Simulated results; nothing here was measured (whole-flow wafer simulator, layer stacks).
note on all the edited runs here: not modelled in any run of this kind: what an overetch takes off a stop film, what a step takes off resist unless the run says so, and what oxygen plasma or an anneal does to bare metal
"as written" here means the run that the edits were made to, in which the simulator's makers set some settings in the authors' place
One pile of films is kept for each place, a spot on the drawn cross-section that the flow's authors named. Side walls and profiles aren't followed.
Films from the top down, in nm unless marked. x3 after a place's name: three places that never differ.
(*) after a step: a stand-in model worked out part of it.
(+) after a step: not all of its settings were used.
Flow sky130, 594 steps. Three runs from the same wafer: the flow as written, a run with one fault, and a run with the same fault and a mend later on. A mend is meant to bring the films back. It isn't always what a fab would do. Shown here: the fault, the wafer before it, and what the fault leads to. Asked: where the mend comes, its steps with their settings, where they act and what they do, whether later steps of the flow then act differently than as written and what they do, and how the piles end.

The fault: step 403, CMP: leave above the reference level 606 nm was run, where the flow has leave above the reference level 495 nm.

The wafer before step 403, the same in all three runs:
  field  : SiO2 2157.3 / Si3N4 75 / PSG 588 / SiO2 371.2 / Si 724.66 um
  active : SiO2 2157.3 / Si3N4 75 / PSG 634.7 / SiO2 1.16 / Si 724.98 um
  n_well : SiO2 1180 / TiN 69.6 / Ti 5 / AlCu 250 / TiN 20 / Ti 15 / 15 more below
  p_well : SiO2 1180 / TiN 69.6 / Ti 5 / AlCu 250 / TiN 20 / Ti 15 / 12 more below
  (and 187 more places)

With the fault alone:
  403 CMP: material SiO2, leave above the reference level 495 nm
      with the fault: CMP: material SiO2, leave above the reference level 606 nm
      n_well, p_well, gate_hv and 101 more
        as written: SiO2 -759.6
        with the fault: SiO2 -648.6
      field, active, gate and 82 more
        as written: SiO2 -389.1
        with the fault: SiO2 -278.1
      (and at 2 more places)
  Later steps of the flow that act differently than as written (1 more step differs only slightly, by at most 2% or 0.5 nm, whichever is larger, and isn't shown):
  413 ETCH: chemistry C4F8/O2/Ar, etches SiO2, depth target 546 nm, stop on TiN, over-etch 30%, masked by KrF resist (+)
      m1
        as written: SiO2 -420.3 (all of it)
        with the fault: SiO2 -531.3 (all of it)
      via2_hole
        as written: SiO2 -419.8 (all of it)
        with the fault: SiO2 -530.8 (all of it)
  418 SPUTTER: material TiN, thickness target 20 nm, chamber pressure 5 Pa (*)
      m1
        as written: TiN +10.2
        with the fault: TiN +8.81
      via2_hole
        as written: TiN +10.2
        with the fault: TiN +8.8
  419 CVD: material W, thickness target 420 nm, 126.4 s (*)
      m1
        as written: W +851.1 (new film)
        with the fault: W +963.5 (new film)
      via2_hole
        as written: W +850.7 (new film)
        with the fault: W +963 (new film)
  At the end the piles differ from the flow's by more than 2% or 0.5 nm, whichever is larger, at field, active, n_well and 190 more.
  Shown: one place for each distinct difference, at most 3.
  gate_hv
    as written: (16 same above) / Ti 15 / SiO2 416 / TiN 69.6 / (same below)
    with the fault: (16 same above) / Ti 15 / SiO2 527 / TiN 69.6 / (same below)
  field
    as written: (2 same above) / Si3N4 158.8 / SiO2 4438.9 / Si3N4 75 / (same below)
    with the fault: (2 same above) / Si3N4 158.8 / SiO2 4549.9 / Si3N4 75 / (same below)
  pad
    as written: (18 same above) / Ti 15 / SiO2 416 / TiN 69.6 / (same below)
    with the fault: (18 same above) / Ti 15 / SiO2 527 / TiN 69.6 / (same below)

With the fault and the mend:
  The mend comes after step 403.
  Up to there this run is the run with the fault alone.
  403a CMP: material SiO2, leave above the reference level 495 nm (the flow's step 403 once more)
      field, active, n_well and 188 more
        SiO2 -111
  No later step of the flow acts differently than as written at any place that is followed.
  At the end the piles are the same as the flow's at every place that both follow.
